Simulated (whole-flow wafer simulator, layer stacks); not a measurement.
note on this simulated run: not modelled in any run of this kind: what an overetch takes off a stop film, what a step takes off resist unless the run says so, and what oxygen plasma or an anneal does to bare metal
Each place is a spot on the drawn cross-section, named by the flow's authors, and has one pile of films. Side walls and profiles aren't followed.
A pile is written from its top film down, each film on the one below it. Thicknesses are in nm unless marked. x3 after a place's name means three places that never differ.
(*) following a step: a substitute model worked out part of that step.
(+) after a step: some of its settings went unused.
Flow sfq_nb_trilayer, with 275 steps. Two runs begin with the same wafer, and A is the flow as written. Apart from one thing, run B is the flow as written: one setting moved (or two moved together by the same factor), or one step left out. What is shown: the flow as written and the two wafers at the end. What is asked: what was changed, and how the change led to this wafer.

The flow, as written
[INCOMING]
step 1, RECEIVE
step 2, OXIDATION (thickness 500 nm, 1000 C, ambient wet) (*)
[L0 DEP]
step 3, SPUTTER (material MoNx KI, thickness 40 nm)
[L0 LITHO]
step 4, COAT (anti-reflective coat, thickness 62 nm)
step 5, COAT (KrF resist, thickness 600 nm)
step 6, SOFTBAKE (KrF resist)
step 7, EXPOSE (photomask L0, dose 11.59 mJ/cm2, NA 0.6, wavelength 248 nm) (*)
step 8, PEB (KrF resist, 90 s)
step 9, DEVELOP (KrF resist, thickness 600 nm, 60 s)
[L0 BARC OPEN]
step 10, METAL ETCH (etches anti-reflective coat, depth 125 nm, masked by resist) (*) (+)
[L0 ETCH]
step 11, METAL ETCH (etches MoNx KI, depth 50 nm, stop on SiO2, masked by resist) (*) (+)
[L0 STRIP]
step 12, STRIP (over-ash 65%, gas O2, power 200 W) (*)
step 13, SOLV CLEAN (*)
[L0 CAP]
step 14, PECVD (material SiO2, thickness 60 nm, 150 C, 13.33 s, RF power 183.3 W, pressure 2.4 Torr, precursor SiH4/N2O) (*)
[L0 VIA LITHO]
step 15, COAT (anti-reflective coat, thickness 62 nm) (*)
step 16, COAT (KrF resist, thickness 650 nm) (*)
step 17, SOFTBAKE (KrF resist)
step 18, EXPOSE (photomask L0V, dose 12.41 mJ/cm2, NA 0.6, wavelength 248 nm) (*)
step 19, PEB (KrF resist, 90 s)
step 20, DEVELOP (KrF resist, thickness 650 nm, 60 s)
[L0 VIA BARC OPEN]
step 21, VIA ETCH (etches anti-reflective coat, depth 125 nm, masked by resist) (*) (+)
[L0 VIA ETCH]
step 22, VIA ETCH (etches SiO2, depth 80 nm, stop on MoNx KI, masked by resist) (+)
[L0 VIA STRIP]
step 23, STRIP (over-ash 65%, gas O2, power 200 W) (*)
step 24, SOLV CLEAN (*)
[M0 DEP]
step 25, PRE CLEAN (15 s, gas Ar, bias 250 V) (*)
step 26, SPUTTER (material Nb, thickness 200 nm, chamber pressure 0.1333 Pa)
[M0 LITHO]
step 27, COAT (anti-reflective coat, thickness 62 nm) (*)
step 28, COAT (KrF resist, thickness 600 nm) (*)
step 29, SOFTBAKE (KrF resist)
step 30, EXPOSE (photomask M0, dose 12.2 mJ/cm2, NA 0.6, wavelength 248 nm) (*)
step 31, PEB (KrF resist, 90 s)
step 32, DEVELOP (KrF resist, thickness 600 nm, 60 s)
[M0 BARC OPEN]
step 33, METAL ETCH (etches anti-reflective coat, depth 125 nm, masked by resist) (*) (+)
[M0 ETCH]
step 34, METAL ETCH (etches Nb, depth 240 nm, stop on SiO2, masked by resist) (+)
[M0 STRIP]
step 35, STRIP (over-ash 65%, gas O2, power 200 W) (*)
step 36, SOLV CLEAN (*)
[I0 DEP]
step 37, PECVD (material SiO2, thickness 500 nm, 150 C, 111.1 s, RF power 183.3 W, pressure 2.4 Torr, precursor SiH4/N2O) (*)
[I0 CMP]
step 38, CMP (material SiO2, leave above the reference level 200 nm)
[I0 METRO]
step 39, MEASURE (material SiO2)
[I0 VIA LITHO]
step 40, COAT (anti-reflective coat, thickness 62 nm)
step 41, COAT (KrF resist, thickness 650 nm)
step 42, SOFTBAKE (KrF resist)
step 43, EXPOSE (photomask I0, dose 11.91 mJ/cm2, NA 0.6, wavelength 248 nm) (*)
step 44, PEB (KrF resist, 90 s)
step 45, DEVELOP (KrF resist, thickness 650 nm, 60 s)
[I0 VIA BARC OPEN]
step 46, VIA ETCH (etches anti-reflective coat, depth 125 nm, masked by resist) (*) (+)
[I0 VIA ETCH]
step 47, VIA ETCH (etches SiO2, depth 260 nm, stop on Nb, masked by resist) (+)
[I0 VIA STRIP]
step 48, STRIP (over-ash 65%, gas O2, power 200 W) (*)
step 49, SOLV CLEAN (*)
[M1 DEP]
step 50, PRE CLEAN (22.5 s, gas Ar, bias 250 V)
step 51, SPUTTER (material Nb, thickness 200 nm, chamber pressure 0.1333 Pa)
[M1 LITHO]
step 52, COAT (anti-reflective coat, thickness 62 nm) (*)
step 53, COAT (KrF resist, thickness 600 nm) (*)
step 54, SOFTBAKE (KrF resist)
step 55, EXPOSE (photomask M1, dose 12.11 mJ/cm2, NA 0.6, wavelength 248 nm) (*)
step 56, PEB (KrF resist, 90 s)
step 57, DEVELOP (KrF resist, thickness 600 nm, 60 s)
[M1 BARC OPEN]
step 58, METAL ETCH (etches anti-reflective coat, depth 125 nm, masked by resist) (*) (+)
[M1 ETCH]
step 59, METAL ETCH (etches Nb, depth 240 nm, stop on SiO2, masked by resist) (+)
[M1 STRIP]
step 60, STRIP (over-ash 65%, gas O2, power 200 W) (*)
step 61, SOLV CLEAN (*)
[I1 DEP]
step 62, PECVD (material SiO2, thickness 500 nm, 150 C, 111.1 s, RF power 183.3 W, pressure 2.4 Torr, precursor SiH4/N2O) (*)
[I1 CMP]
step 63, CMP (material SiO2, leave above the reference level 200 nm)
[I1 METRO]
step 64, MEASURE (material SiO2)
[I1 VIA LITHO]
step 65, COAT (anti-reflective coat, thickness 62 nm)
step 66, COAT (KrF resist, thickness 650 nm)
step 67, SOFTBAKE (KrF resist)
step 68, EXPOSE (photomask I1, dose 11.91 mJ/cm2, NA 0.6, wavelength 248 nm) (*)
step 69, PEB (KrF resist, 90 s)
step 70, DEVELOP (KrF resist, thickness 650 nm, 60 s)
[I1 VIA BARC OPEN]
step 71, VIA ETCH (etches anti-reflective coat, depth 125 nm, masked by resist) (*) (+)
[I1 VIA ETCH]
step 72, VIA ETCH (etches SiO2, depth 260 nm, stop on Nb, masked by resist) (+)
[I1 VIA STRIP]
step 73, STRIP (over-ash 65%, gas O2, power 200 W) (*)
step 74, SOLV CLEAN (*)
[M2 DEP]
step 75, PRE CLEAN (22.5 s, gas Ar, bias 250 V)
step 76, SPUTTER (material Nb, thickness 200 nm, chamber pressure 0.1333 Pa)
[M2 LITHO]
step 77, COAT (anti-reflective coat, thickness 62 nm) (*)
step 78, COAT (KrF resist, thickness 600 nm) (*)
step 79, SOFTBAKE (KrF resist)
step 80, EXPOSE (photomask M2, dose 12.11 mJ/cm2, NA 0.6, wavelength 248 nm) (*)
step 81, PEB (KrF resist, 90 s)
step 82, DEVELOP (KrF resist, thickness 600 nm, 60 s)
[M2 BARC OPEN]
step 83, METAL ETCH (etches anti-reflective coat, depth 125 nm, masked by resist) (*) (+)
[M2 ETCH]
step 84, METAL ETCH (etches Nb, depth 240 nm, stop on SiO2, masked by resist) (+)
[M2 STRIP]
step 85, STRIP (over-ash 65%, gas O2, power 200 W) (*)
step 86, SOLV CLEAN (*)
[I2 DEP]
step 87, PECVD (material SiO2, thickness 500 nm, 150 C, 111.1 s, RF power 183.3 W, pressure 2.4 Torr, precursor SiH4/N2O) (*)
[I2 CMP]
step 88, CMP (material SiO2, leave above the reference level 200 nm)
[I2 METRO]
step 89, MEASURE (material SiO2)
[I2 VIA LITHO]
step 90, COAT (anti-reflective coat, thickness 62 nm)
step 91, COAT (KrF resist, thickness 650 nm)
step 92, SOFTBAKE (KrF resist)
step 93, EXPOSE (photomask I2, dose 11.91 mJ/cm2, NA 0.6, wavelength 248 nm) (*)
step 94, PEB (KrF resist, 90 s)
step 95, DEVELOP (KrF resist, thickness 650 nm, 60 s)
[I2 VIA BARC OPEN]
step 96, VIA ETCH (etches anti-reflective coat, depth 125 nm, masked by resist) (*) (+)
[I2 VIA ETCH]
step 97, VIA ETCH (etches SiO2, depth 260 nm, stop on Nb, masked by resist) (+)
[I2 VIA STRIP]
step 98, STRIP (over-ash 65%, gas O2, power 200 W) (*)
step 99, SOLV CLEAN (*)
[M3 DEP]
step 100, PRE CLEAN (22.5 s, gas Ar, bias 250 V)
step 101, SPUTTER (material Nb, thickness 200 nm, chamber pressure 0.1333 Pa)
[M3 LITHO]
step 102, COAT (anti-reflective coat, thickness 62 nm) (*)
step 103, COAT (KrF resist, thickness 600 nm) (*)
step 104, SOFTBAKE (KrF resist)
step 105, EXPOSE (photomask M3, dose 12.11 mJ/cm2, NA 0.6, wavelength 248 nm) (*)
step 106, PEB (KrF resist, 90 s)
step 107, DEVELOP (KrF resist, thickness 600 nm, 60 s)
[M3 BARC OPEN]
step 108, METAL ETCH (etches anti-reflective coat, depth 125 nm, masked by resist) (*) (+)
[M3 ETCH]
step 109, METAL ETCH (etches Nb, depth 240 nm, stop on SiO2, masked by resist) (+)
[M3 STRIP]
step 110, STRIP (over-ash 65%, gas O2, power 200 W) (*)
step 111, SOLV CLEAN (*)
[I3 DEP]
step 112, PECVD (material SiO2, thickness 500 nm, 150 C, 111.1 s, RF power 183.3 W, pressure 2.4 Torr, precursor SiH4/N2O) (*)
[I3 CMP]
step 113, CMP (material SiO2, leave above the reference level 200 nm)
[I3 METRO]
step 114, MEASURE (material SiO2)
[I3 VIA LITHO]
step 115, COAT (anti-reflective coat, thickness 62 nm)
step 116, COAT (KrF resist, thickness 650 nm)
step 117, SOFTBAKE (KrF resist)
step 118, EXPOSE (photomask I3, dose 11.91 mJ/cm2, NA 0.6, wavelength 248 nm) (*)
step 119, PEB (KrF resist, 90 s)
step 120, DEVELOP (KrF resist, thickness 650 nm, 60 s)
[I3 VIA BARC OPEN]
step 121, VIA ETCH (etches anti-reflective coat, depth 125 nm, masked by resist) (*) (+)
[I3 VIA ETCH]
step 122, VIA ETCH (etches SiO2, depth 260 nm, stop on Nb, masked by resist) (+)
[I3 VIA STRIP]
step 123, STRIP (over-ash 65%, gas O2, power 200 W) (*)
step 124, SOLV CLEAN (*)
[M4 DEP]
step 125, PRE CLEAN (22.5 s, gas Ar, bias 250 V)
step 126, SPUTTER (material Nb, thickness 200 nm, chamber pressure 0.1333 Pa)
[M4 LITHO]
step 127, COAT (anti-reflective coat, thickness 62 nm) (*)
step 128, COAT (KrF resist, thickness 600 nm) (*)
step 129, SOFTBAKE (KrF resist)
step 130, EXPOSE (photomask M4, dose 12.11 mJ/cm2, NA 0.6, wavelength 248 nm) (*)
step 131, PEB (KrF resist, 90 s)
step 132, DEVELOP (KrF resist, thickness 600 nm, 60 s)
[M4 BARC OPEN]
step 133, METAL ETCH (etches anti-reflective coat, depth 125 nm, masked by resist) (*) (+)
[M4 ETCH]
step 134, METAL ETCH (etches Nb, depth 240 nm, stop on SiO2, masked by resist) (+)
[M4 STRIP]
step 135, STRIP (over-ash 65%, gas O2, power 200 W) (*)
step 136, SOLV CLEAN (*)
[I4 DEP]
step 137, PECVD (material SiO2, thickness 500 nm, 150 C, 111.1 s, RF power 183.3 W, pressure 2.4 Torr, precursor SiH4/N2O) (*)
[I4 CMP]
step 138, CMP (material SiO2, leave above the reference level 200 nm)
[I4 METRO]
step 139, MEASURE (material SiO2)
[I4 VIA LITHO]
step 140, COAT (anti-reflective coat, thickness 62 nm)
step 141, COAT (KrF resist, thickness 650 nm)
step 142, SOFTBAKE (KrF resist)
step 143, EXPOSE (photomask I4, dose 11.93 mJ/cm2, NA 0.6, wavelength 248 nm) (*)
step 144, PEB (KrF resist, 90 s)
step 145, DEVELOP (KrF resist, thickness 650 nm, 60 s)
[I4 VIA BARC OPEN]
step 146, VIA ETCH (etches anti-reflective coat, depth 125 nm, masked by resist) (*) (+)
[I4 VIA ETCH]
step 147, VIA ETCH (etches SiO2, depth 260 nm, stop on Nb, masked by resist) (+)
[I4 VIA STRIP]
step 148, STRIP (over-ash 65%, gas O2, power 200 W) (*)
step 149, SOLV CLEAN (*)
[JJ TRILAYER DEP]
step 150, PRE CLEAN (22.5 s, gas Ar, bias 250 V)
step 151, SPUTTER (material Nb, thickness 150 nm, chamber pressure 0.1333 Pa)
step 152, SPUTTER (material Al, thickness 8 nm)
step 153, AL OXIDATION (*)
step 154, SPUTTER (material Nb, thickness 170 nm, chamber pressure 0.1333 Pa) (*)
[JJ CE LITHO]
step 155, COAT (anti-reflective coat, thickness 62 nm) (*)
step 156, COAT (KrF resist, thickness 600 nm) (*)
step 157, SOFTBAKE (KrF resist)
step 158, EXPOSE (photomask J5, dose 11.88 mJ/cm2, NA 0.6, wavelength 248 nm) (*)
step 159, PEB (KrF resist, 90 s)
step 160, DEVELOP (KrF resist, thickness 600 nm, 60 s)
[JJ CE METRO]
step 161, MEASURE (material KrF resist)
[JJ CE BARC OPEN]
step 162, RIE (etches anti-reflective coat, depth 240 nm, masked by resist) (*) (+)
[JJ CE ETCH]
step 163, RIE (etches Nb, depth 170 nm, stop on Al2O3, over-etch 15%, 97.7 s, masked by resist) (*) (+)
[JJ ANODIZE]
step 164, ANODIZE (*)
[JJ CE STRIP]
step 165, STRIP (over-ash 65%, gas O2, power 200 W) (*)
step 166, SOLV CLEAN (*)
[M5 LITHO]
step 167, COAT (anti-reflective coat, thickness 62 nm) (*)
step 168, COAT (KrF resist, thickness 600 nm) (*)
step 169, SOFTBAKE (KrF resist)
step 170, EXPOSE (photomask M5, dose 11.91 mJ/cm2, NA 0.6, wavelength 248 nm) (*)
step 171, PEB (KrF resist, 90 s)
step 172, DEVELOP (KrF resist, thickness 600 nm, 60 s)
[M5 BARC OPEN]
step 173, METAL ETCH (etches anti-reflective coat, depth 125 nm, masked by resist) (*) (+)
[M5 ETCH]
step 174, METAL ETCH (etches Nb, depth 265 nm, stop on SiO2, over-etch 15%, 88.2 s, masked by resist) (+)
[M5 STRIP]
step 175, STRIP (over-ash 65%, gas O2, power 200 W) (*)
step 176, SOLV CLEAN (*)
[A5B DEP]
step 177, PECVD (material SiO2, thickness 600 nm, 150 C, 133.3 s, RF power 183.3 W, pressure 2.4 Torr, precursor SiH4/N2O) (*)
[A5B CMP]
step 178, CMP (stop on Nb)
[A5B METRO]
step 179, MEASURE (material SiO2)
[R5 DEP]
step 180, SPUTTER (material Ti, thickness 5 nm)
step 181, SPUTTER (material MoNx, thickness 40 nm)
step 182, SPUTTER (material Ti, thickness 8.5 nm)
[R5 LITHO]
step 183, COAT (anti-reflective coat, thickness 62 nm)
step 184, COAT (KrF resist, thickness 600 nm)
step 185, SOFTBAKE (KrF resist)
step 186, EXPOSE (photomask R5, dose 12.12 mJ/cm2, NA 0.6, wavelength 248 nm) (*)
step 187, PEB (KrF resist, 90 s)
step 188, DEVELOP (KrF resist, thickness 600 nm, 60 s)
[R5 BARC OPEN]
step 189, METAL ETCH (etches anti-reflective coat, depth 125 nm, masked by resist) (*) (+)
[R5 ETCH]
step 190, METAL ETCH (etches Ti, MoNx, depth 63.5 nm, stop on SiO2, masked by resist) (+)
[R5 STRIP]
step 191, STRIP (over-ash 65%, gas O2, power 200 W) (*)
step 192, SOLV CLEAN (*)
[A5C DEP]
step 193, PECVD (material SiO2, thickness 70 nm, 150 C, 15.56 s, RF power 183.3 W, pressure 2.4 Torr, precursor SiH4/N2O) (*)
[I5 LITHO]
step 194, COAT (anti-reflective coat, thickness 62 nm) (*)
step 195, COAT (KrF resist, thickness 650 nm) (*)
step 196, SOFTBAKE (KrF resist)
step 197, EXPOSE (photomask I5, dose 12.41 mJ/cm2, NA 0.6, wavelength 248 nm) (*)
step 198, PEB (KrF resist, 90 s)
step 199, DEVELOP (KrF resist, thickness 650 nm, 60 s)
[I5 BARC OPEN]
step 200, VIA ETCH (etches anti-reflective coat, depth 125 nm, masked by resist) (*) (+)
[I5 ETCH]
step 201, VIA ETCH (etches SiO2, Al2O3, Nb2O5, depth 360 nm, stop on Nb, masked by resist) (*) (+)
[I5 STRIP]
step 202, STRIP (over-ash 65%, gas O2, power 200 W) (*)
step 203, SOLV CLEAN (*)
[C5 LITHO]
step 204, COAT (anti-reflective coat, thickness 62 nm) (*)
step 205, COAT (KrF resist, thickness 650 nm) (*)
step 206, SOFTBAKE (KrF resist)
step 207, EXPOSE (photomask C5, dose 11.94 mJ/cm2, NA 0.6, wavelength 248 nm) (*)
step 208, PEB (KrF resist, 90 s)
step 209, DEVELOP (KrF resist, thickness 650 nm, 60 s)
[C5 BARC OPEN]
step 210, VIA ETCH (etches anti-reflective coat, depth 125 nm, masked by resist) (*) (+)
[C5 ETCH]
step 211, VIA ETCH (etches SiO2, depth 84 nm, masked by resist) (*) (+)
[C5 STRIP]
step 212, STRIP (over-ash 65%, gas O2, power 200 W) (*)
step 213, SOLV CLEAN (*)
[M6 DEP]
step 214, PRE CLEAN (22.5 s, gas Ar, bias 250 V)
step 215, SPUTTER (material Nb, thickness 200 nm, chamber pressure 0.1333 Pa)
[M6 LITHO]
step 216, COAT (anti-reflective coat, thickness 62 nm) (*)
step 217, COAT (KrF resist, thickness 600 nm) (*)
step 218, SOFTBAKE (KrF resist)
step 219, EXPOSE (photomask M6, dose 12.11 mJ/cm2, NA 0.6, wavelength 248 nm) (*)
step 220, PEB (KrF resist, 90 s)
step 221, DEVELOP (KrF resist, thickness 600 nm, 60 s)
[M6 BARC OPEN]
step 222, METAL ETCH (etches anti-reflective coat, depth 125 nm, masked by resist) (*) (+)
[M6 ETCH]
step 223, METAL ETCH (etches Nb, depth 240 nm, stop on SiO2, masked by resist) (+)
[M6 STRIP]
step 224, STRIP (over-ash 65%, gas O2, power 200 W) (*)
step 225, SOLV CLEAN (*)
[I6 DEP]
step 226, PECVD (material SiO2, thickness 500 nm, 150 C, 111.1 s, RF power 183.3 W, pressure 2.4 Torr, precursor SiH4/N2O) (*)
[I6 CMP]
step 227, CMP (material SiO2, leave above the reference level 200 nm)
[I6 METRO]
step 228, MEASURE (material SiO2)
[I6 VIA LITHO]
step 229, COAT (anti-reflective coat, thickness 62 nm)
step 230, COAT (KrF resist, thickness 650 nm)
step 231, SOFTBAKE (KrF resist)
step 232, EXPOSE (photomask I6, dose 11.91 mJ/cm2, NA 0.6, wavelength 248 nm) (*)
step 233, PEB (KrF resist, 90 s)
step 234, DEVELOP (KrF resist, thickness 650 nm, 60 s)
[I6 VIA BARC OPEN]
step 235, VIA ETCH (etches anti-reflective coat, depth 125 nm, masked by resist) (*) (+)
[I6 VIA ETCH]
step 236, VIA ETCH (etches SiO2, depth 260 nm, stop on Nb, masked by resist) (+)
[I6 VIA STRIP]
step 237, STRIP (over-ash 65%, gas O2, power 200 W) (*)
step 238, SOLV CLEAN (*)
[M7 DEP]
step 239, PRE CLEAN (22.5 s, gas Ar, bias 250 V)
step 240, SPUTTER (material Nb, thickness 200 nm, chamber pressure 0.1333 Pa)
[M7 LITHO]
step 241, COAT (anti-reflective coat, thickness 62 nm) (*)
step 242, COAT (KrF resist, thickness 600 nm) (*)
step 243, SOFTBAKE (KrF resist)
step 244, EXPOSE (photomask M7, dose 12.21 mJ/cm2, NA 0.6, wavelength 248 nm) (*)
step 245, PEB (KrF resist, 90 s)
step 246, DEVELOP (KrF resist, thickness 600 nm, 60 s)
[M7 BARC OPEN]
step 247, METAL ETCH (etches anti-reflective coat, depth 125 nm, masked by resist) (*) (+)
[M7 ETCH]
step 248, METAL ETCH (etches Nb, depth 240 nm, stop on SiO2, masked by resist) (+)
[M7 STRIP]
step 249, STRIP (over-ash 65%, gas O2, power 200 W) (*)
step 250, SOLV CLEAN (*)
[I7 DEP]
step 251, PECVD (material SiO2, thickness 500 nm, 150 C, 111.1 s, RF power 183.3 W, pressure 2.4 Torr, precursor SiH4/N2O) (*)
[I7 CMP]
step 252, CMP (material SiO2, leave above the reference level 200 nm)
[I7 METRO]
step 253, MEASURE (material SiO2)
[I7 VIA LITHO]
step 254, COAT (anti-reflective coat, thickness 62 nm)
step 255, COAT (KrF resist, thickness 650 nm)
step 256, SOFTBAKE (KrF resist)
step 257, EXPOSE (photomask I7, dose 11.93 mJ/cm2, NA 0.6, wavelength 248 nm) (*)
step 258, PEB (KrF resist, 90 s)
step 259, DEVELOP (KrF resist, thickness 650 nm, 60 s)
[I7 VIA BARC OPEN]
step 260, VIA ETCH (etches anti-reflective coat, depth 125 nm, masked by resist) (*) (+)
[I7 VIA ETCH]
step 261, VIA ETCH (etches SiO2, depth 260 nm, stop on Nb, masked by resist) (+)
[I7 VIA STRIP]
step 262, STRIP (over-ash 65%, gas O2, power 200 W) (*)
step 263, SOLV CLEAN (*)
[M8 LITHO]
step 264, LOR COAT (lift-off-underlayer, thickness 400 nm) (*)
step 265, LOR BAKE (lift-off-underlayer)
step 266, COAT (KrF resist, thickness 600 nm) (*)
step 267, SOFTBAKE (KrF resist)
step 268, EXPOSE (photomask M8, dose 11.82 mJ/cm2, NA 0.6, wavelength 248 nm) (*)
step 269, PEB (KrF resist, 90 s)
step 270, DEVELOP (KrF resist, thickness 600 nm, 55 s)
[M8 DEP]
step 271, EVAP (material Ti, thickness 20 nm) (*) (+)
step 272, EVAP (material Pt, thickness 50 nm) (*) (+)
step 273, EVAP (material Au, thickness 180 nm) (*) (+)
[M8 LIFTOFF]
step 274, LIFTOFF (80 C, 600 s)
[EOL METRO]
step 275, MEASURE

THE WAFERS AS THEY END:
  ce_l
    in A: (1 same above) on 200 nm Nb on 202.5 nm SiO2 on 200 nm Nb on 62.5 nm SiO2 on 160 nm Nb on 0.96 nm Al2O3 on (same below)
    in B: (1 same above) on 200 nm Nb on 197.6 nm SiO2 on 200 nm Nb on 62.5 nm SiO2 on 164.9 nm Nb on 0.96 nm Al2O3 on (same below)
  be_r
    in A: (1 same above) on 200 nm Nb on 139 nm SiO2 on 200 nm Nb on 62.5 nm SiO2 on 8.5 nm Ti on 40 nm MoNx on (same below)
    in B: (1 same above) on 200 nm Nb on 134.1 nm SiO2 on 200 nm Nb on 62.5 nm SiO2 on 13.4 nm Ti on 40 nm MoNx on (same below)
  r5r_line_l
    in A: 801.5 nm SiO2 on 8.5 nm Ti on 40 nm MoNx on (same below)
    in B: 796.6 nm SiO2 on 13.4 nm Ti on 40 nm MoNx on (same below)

The reason: step 182, SPUTTER: thickness 13.4 nm was run, though the flow has thickness 8.5 nm.
One can read it off the wafer: be_r has Ti 13.4, and step 182 as written asks for 8.5 nm.

How this came from the change, step by step:
  step 182, SPUTTER (material Ti, thickness 8.5 nm)
      field_l, v_sur, via_wl and 103 more: A Ti gains 8.5 (new film) | B Ti gains 13.4 (new film)
  step 190, METAL ETCH (etches Ti, MoNx, depth 63.5 nm, stop on SiO2, masked by resist) (+)
      field_l, v_sur, via_wl and 92 more: A Ti loses 8.5 (all of it), MoNx loses 40 (all of it), Ti loses 5 (all of it) | B Ti loses 13.4 (all of it), MoNx loses 40 (all of it), Ti loses 5 (all of it)
      ce_l, c5j, ce_r, wl_jj: A Ti loses 8.5 (all of it), MoNx loses 40 (all of it), Ti loses 5 (all of it), Nb loses 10 | B Ti loses 13.4 (all of it), MoNx loses 40 (all of it), Ti loses 5 (all of it), Nb loses 5.1
  step 194, COAT (anti-reflective coat, thickness 62 nm) (*)
      r5r_spacepad_l, r5r_spacepad_r: A anti-reflective coat gains 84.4 (new film) | B anti-reflective coat gains 86.5 (new film)
      ce_l: A anti-reflective coat gains 67.2 (new film) | B anti-reflective coat gains 65 (new film)
      (also at 4 further places)
  step 202, STRIP (over-ash 65%, gas O2, power 200 W) (*)
      r5r_spacepad_l, r5r_spacepad_r: A KrF resist loses 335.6 (all of it), anti-reflective coat loses 84.4 (all of it) | B KrF resist loses 335.8 (all of it), anti-reflective coat loses 86.5 (all of it)
      ce_l: A KrF resist loses 341.5 (all of it), anti-reflective coat loses 67.2 (all of it) | B KrF resist loses 340.2 (all of it), anti-reflective coat loses 65 (all of it)
      (also at 4 further places)
  step 204, COAT (anti-reflective coat, thickness 62 nm) (*)
      r5r_spacepad_l, r5r_spacepad_r: A anti-reflective coat gains 84.4 (new film) | B anti-reflective coat gains 86.5 (new film)
      ce_l: A anti-reflective coat gains 66 (new film) | B anti-reflective coat gains 63.8 (new film)
      (also at 4 further places)
  step 210, VIA ETCH (etches anti-reflective coat, depth 125 nm, masked by resist) (*) (+)
      c5j: A anti-reflective coat loses 63.9 (all of it), SiO2 loses 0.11 | B anti-reflective coat loses 62.6 (all of it), SiO2 loses 0.11
  step 212, STRIP (over-ash 65%, gas O2, power 200 W) (*)
      r5r_spacepad_l, r5r_spacepad_r: A KrF resist loses 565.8 (all of it), anti-reflective coat loses 84.4 (all of it) | B KrF resist loses 566.3 (all of it), anti-reflective coat loses 86.5 (all of it)
      ce_l: A KrF resist loses 567.4 (all of it), anti-reflective coat loses 66 (all of it) | B KrF resist loses 566.5 (all of it), anti-reflective coat loses 63.8 (all of it)
      (also at 3 further places)
  step 216, COAT (anti-reflective coat, thickness 62 nm) (*)
      r5r_spacepad_l, r5r_spacepad_r: A anti-reflective coat gains 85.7 (new film) | B anti-reflective coat gains 88.1 (new film)
      jj_sur: A anti-reflective coat gains 56.1 (new film) | B anti-reflective coat gains 57.5 (new film)
      (also at 4 further places)
  step 222, METAL ETCH (etches anti-reflective coat, depth 125 nm, masked by resist) (*) (+)
      r5r_spacepad_l, r5r_spacepad_r: A anti-reflective coat loses 85.7 (all of it) | B anti-reflective coat loses 88.1 (all of it)
  step 224, STRIP (over-ash 65%, gas O2, power 200 W) (*)
      jj_sur: A KrF resist loses 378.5 (all of it), anti-reflective coat loses 56.1 (all of it) | B KrF resist loses 378.4 (all of it), anti-reflective coat loses 57.5 (all of it)
      ce_l: A KrF resist loses 397.1 (all of it), anti-reflective coat loses 48 (all of it) | B KrF resist loses 395.2 (all of it), anti-reflective coat loses 46.5 (all of it)
      (also at 3 further places)
  step 227, CMP (material SiO2, leave above the reference level 200 nm)
      r5r_line_l, r5r_spacepad_l, r5r_spacepad_r, r5r_line_c, r5r_line_r: A SiO2 loses 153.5 | B SiO2 loses 158.4
      c5j: A SiO2 loses 223 | B SiO2 loses 227.9
